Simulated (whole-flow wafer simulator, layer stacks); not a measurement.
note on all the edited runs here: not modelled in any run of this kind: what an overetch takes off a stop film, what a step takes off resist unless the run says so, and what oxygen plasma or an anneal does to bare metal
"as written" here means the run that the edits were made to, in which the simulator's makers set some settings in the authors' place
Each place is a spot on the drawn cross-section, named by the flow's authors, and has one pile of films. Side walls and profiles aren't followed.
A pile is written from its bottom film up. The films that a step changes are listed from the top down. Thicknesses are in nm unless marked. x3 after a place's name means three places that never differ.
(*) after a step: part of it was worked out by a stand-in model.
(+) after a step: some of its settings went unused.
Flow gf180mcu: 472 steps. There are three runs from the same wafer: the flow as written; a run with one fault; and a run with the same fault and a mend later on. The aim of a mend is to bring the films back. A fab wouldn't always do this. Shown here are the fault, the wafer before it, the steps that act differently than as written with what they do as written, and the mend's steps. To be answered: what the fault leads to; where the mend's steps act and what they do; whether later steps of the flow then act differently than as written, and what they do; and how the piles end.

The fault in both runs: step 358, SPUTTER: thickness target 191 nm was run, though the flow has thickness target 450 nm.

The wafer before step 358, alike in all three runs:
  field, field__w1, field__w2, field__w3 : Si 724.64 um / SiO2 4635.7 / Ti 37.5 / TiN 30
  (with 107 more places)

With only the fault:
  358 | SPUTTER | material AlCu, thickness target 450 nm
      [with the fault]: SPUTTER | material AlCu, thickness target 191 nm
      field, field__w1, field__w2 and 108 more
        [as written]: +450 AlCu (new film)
        [with the fault]: +191 AlCu (new film)
  Steps later in the flow that act otherwise than as written:
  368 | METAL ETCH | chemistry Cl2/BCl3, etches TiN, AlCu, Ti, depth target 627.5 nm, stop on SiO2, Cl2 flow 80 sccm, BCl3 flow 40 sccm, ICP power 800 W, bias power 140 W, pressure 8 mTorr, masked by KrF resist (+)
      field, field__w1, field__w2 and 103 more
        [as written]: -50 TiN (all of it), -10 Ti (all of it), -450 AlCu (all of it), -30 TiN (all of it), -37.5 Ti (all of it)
        [with the fault]: -50 TiN (all of it), -10 Ti (all of it), -191 AlCu (all of it), -30 TiN (all of it), -37.5 Ti (all of it)
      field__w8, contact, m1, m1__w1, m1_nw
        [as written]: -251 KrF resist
        [with the fault]: -191.1 KrF resist
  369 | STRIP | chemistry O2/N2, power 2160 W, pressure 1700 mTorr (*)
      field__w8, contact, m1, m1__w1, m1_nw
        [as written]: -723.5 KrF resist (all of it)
        [with the fault]: -783.4 KrF resist (all of it)
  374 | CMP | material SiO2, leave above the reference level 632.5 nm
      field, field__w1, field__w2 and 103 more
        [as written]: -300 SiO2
        [with the fault]: -559 SiO2
  By the end, the piles at field, field__w1, field__w2 and 109 more depart from the flow's by more than 2% or 0.5 nm, whichever is larger.
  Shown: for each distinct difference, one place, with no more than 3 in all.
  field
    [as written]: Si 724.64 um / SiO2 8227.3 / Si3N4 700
    [with the fault]: Si 724.64 um / SiO2 7968.3 / Si3N4 700
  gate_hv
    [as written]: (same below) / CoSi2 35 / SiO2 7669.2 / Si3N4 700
    [with the fault]: (same below) / CoSi2 35 / SiO2 7410.2 / Si3N4 700
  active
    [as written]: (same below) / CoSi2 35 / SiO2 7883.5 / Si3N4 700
    [with the fault]: (same below) / CoSi2 35 / SiO2 7624.5 / Si3N4 700

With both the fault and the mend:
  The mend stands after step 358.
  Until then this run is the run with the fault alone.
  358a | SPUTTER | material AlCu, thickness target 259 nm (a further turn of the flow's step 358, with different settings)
      field, field__w1, field__w2 and 108 more
        +259 AlCu
  Every later step of the flow that is run acts as written at every place that is followed.
  At every place that both follow, the piles at the end match the flow's.
